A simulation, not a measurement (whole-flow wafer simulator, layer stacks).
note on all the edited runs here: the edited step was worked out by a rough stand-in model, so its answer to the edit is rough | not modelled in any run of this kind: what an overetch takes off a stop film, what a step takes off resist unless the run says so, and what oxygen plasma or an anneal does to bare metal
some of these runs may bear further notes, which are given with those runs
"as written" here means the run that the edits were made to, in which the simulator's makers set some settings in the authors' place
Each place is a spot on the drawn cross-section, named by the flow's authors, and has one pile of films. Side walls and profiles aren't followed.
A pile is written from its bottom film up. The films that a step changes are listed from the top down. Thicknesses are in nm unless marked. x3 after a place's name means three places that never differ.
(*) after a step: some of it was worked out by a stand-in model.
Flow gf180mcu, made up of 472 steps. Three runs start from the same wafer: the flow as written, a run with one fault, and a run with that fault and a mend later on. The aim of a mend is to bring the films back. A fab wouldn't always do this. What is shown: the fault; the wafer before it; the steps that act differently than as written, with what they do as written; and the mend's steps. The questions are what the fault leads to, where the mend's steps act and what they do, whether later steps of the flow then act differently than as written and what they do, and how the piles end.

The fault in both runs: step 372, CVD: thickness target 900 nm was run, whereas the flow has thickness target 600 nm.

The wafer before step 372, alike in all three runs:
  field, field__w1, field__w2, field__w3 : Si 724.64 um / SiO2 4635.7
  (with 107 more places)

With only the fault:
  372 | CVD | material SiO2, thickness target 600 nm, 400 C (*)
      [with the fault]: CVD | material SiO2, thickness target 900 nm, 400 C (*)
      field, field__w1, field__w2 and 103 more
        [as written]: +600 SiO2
        [with the fault]: +900 SiO2
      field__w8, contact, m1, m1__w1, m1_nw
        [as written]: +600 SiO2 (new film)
        [with the fault]: +900 SiO2 (new film)
  Later steps of the flow acting differently than as written:
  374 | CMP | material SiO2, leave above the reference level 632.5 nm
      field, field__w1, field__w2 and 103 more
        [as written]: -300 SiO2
        [with the fault]: -600 SiO2
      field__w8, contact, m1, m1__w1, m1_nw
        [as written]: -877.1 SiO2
        [with the fault]: -1177.1 SiO2
  The piles end the same as the flow's at every place that both follow.

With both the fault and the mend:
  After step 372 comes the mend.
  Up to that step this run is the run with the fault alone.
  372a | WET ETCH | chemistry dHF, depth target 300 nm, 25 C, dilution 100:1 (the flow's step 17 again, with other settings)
      field, field__w1, field__w2 and 108 more
        -300 SiO2
  Later steps of the flow that are run all act as written at every place that is followed.
  The piles end the same as the flow's at every place that both follow.
